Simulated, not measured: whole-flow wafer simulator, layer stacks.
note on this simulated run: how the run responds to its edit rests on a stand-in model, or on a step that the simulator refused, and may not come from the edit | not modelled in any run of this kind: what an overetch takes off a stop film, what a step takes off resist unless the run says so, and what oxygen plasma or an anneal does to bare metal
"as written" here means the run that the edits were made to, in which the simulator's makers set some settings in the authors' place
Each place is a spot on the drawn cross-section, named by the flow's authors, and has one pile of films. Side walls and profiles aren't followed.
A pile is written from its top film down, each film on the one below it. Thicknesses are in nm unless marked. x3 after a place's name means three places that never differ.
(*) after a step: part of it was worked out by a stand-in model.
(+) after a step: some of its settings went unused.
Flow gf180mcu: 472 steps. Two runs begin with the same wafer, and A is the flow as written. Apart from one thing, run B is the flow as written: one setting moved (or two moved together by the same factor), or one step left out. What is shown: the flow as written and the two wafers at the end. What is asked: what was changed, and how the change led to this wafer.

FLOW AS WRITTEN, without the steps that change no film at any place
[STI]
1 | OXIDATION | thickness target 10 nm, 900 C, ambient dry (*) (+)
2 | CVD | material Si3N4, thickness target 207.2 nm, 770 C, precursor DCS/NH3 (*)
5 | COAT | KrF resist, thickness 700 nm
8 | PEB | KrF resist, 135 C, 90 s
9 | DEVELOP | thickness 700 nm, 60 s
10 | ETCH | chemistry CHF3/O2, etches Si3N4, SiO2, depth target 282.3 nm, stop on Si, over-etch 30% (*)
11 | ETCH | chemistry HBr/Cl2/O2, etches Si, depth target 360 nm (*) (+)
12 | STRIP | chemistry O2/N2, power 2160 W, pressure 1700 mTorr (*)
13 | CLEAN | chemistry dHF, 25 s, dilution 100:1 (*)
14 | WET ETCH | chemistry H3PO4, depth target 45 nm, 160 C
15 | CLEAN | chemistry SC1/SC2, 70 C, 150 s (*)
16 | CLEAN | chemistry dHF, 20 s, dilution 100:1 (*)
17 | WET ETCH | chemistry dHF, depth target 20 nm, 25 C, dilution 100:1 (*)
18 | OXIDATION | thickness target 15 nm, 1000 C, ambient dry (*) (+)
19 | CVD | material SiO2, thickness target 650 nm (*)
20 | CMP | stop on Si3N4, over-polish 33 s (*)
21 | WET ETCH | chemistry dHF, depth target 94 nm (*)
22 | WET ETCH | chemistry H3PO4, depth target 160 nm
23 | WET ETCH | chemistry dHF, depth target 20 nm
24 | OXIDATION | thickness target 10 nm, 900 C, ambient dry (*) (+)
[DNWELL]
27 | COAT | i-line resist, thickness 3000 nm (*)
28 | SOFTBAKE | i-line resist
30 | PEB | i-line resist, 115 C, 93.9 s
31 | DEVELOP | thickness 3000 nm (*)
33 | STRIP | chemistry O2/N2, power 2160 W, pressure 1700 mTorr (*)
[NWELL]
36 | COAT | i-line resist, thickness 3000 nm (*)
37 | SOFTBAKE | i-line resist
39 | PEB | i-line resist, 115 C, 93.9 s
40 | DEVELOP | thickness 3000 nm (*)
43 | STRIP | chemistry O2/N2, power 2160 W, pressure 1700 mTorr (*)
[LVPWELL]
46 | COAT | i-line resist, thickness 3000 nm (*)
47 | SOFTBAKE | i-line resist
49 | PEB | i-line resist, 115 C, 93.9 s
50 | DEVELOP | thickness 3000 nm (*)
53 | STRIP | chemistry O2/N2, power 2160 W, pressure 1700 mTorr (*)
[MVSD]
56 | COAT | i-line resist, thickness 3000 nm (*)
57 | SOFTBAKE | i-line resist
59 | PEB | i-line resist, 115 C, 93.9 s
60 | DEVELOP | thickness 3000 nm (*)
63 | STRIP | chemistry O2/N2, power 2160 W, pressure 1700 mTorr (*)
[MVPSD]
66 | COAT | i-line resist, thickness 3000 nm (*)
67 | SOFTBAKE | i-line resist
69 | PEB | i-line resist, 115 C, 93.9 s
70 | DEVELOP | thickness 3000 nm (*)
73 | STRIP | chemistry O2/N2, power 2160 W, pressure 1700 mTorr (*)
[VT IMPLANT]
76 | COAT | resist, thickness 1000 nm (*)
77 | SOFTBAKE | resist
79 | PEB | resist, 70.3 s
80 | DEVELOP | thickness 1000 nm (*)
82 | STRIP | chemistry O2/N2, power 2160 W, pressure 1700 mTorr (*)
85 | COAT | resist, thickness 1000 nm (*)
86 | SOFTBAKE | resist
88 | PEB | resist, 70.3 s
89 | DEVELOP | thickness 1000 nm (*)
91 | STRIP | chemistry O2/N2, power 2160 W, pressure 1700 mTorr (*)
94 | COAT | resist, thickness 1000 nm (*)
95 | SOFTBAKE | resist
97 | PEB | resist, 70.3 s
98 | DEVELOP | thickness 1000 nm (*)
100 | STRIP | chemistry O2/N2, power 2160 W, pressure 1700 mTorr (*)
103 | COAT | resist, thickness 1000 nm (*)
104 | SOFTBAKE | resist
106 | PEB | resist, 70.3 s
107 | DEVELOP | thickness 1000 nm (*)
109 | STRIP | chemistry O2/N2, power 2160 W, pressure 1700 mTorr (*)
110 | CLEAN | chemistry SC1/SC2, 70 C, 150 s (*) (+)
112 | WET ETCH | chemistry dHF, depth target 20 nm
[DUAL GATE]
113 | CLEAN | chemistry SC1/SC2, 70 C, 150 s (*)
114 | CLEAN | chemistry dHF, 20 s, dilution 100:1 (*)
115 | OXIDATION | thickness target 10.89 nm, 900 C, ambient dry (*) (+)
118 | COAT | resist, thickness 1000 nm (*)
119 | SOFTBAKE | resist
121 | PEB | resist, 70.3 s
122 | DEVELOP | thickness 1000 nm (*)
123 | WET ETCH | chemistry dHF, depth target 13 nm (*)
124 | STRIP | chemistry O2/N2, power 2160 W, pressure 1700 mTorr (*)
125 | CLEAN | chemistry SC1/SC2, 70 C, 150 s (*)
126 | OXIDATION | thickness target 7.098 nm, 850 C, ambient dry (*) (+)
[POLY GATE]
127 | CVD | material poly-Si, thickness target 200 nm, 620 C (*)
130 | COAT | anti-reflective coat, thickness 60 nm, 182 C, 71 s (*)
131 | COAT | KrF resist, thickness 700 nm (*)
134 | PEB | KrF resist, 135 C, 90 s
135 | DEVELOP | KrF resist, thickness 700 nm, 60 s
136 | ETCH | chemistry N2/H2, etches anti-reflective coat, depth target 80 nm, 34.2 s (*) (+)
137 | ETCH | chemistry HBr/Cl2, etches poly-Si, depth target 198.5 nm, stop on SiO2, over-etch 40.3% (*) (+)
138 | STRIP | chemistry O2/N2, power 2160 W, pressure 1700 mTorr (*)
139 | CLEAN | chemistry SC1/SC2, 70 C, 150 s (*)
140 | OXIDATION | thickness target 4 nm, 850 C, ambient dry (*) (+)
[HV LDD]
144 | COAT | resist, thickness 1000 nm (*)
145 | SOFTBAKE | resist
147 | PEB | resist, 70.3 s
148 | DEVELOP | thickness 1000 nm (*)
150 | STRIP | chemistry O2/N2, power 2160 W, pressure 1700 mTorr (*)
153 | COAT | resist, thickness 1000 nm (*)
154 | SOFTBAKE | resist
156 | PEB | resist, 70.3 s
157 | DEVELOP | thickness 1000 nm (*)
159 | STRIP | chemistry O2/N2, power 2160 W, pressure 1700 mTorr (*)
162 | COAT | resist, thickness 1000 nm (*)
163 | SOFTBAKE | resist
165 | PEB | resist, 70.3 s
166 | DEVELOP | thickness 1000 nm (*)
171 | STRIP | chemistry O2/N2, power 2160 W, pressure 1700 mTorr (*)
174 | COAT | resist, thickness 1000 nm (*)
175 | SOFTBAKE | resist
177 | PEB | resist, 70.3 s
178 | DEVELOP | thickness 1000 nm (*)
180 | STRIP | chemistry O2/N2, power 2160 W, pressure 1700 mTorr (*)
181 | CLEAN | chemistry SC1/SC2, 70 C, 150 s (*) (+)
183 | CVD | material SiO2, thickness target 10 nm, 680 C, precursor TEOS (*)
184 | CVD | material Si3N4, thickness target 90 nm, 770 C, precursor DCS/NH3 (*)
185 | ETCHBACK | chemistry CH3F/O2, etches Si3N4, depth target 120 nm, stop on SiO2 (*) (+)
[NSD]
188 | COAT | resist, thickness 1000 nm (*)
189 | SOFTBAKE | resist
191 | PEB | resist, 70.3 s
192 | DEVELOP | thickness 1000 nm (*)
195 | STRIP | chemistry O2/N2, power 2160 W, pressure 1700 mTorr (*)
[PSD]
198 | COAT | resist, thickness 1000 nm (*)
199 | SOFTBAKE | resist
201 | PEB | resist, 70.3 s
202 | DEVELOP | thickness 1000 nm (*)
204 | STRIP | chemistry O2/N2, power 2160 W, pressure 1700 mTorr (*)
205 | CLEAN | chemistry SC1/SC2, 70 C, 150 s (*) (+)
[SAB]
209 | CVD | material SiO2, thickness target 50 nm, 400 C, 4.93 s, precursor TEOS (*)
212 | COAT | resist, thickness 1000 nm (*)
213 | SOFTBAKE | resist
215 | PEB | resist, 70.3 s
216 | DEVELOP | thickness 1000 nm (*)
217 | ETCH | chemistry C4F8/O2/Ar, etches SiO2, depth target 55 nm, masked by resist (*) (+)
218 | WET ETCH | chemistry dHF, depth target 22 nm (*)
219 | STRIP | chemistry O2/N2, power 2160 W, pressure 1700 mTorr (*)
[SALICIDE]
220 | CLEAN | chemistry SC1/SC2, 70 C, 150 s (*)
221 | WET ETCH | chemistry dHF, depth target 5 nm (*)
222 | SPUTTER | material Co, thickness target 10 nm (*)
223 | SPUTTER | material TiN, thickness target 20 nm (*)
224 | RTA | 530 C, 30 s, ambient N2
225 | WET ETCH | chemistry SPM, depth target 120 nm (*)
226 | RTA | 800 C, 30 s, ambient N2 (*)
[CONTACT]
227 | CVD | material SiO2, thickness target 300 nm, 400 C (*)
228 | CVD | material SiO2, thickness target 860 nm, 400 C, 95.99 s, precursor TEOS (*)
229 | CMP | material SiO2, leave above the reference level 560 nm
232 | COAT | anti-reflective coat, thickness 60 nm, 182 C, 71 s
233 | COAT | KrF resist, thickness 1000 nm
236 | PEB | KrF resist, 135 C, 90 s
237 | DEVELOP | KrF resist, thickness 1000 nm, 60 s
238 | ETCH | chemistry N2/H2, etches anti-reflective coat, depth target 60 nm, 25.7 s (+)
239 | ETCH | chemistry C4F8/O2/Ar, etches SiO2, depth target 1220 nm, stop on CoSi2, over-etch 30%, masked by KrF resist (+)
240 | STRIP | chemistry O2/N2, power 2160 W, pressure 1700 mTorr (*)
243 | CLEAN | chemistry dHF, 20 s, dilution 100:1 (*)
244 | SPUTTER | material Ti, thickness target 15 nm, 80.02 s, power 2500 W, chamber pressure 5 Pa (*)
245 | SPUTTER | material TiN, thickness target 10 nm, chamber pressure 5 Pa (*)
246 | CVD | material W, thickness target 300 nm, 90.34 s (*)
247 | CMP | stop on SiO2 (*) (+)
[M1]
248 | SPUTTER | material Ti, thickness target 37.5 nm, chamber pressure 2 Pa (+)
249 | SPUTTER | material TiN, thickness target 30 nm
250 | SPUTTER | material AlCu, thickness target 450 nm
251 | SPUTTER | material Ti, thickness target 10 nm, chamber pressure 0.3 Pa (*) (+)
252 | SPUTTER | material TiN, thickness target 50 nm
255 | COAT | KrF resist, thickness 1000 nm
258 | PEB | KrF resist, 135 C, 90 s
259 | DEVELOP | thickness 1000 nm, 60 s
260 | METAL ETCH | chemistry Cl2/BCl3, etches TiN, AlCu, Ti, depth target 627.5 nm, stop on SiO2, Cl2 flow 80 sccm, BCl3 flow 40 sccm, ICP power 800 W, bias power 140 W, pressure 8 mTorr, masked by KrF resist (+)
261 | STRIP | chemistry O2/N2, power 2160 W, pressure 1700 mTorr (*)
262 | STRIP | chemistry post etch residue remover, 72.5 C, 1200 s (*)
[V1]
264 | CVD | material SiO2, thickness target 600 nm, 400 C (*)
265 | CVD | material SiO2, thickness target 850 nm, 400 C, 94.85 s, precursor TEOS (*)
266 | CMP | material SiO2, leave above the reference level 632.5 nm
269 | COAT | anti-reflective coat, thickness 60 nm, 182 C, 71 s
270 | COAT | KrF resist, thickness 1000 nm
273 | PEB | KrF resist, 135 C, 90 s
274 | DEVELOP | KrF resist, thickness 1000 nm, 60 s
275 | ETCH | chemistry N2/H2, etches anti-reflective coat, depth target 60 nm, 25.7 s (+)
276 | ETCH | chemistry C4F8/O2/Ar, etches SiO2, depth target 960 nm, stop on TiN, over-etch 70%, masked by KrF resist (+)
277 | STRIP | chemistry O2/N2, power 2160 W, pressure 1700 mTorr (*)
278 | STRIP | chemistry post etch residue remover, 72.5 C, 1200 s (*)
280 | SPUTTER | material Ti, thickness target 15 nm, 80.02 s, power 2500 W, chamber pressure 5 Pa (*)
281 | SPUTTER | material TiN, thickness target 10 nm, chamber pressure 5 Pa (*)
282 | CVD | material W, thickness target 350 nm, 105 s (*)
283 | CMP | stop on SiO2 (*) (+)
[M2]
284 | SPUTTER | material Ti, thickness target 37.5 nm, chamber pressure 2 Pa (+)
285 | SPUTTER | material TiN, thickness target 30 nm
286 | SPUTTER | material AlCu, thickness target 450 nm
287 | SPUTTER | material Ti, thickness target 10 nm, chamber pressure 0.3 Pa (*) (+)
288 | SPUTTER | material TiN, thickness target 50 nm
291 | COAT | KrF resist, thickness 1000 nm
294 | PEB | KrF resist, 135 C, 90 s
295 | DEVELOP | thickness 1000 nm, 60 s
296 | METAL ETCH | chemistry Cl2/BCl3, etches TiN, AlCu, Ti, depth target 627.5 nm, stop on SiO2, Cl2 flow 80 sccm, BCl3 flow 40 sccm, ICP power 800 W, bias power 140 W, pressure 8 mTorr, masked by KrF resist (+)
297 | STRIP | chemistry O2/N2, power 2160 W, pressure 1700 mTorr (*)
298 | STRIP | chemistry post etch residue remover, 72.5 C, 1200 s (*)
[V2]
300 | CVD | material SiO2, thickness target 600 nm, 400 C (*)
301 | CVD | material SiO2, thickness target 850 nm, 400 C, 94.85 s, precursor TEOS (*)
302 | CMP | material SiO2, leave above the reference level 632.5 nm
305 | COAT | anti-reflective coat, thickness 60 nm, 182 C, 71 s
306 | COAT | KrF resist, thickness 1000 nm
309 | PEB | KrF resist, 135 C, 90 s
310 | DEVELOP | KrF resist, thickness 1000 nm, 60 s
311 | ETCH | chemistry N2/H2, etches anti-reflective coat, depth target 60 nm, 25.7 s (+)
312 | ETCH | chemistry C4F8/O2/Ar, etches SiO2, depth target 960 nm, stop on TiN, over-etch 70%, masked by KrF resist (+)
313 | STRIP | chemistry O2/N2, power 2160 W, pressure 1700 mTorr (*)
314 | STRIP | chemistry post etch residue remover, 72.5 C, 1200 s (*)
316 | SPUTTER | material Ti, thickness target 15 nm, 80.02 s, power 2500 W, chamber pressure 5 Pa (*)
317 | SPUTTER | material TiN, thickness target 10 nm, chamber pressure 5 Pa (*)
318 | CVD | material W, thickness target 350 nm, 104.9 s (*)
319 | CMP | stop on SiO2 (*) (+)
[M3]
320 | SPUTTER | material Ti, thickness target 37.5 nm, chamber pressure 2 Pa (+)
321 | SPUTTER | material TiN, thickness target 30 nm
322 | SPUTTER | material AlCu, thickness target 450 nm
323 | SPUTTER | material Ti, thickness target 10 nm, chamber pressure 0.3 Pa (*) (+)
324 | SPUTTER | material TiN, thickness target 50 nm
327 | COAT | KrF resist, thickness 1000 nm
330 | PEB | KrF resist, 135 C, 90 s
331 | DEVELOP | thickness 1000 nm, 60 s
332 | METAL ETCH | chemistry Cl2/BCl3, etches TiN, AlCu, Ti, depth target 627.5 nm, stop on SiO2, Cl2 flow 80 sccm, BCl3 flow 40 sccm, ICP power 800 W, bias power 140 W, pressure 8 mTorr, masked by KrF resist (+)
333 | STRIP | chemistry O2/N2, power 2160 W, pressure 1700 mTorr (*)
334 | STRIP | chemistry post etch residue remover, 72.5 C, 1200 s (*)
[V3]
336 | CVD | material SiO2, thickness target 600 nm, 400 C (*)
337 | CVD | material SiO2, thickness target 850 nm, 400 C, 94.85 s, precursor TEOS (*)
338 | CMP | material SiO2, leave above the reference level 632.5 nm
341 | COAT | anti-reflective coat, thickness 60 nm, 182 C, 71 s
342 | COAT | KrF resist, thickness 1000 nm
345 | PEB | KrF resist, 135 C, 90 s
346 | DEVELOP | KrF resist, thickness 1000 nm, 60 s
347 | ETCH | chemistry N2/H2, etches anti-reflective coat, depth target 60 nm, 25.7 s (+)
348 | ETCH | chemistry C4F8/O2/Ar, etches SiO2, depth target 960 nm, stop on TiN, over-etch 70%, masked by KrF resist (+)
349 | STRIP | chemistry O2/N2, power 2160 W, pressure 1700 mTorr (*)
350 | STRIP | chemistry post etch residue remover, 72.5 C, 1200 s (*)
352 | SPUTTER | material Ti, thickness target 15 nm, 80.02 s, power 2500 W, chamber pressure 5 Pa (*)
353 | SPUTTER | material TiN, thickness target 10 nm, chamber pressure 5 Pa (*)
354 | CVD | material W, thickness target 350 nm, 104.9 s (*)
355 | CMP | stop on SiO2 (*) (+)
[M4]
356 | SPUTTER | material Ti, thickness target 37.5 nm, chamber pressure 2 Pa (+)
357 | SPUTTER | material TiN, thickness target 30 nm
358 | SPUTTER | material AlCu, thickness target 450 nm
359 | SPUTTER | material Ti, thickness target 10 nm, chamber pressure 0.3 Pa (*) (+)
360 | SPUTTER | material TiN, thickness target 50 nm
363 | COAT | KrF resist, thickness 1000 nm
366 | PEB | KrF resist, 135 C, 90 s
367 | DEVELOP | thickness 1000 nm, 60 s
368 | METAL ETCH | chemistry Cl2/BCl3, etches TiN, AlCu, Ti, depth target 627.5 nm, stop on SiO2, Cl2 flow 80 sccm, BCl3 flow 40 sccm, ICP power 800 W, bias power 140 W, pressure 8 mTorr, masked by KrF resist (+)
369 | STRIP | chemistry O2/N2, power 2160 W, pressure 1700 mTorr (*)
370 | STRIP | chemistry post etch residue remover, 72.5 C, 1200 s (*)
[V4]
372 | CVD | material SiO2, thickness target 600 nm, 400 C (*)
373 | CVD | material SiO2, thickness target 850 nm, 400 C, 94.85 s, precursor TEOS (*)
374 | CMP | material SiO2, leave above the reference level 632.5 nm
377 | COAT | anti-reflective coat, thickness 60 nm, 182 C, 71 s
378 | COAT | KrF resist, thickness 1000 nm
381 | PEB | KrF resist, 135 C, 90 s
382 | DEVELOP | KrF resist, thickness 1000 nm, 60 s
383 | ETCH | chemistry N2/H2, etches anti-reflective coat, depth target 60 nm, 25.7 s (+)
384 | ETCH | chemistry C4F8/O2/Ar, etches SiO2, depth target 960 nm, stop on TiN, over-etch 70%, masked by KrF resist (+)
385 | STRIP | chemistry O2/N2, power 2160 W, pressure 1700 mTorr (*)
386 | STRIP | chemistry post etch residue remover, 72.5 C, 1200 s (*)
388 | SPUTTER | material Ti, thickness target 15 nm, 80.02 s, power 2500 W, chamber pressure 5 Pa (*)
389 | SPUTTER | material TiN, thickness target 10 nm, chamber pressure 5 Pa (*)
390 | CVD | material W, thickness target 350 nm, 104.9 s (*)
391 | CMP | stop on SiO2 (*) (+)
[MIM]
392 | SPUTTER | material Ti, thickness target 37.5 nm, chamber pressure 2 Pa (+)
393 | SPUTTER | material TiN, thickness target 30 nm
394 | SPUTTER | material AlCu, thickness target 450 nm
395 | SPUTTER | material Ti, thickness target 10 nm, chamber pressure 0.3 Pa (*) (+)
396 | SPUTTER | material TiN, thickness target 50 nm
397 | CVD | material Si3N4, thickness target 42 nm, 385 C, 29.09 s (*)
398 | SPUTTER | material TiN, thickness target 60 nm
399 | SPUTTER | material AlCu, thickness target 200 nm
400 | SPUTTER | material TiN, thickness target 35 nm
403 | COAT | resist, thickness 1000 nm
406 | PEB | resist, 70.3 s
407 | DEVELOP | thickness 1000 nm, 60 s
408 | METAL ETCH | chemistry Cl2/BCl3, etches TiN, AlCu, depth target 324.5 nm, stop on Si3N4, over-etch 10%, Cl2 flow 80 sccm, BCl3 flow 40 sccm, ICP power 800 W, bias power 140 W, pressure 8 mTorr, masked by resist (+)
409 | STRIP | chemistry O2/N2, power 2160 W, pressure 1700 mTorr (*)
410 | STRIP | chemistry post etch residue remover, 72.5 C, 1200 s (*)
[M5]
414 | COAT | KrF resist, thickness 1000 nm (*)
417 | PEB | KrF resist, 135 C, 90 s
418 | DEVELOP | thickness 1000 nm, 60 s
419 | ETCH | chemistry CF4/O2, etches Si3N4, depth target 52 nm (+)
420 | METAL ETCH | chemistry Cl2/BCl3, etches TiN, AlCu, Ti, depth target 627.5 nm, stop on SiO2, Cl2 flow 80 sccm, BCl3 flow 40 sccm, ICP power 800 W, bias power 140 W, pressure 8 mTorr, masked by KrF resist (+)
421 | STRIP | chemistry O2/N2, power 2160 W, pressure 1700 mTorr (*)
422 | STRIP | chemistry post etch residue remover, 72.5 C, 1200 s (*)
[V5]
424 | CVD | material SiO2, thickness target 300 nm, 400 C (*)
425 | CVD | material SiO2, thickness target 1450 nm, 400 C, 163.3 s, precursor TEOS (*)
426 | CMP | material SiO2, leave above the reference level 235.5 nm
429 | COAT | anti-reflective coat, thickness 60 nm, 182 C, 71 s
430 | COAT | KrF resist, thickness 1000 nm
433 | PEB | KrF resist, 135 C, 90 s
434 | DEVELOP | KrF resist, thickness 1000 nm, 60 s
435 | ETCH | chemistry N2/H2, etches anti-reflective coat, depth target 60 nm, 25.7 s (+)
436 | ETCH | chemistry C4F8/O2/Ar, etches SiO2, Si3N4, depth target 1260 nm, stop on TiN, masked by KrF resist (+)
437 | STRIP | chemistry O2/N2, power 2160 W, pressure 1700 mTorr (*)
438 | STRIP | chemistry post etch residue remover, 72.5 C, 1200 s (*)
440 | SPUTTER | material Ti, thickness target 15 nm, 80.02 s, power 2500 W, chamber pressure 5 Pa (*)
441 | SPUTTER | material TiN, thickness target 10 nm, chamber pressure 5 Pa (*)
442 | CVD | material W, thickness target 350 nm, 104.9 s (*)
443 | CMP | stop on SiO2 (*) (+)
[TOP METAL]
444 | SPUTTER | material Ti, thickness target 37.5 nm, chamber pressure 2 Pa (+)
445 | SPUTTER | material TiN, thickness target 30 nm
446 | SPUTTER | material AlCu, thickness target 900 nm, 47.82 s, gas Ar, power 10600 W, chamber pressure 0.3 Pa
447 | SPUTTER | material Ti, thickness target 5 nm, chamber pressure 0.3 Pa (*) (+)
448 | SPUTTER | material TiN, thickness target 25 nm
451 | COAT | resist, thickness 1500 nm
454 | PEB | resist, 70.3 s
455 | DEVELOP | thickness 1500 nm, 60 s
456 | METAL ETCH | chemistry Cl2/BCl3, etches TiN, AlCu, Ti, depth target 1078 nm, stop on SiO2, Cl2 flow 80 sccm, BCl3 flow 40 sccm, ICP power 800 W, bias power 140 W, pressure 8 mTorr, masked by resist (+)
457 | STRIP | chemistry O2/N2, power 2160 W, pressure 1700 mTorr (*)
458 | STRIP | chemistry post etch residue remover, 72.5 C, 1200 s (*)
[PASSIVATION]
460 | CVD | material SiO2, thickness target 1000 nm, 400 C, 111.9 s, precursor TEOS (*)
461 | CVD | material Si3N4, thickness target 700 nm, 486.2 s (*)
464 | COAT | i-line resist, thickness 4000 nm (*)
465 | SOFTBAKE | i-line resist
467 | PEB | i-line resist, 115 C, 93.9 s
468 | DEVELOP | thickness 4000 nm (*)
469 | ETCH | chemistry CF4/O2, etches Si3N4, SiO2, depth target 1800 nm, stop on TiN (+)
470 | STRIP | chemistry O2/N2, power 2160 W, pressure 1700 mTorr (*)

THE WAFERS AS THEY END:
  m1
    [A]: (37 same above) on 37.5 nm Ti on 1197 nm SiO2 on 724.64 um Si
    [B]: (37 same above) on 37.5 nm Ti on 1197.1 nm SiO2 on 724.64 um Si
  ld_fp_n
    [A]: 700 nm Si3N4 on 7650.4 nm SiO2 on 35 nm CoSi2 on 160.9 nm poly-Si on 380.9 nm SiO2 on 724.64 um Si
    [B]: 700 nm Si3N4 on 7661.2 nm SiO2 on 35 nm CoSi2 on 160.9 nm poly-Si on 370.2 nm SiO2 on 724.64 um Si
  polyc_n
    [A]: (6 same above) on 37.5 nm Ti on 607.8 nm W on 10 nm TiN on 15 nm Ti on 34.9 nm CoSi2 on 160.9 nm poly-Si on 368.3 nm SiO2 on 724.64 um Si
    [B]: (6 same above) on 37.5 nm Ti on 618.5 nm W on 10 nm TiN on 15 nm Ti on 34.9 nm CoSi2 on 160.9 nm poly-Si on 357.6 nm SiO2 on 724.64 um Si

The reason: step 112, WET ETCH: depth target 29.8 nm was run, while the flow as written has depth target 20 nm.

Step by step, how the change led to this:
  112 | WET ETCH | chemistry dHF, depth target 20 nm
      field, field__w2, field__w3 and 43 more: A -22 SiO2 | B -32.8 SiO2
  119 | SOFTBAKE | resist
      gate_p_hv: A +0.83 resist | B +0.27 resist
      iso_ptap_sub: A +1.06 resist | B +0.55 resist
  130 | COAT | anti-reflective coat, thickness 60 nm, 182 C, 71 s (*)
      p_well, spacer, sd_n: A +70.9 anti-reflective coat (new film) | B +60.5 anti-reflective coat (new film)
      ldn_ch, ldp_ch: A +66.7 anti-reflective coat (new film) | B +63 anti-reflective coat (new film)
      (also at 70 further places)
  136 | ETCH | chemistry N2/H2, etches anti-reflective coat, depth target 80 nm, 34.2 s (*) (+)
      p_well, spacer, sd_n: A -70.9 anti-reflective coat (all of it), -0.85 poly-Si | B -60.5 anti-reflective coat (all of it), -1.12 poly-Si
      ldn_drn, ldp_src: A -67.9 anti-reflective coat (all of it), -0.93 poly-Si | B -63.5 anti-reflective coat (all of it), -1.04 poly-Si
      (also at 49 further places)
  138 | STRIP | chemistry O2/N2, power 2160 W, pressure 1700 mTorr (*)
      gate: A +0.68 chemical SiO2 (new film), -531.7 KrF resist (all of it), -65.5 anti-reflective coat (all of it), -0.3 poly-Si | B +0.69 chemical SiO2 (new film), -530.5 KrF resist (all of it), -60.8 anti-reflective coat (all of it), -0.3 poly-Si
      gate_hv: A +0.68 chemical SiO2 (new film), -528.4 KrF resist (all of it), -61 anti-reflective coat (all of it), -0.3 poly-Si | B +0.69 chemical SiO2 (new film), -525.9 KrF resist (all of it), -59.4 anti-reflective coat (all of it), -0.3 poly-Si
      (also at 19 further places)
  144 | COAT | resist, thickness 1000 nm (*)
      field__w6: A +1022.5 resist (new film) | B +1051.5 resist (new film)
  145 | SOFTBAKE | resist
      field: A -0.3 resist | B +2.8 resist
      nw_enc_fld_lv__w3: A +2.63 resist | B -0.92 resist
      (also at 5 further places)
  147 | PEB | resist, 70.3 s
      field__w6: A -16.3 resist | B -17.1 resist
  150 | STRIP | chemistry O2/N2, power 2160 W, pressure 1700 mTorr (*)
      field__w6: A -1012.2 resist (all of it) | B -1044.6 resist (all of it)
  153 | COAT | resist, thickness 1000 nm (*)
      field__w6: A +1022.5 resist (new film) | B +1051.5 resist (new film)
  154 | SOFTBAKE | resist
      field: A -0.3 resist | B +2.8 resist
      nw_enc_fld_lv__w3: A +2.63 resist | B -0.92 resist
      (also at 5 further places)
  156 | PEB | resist, 70.3 s
      field__w6: A -16.3 resist | B -17.1 resist
  159 | STRIP | chemistry O2/N2, power 2160 W, pressure 1700 mTorr (*)
      field__w6: A -1012.2 resist (all of it) | B -1044.6 resist (all of it)
  162 | COAT | resist, thickness 1000 nm (*)
      field__w6: A +1022.5 resist (new film) | B +1051.5 resist (new film)
  163 | SOFTBAKE | resist
      field: A -0.3 resist | B +2.8 resist
      nw_enc_fld_lv__w3: A +2.63 resist | B -0.92 resist
      (also at 5 further places)
  165 | PEB | resist, 70.3 s
      field__w6: A -16.3 resist | B -17.1 resist
  ... 11 other steps ...
  229 | CMP | material SiO2, leave above the reference level 560 nm
      ldn_sep__w1, ldn_dft, ldn_out, ldp_sep__w1, ldp_sep__w2, ldp_dft, ldp_fld__w2: A -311 SiO2 | B -300.2 SiO2
      sti, mim_1p0, pad, dice_street, iso_nw_fld, iso_fld_sub: A -296.8 SiO2 | B -286.1 SiO2
      (also at 52 further places)
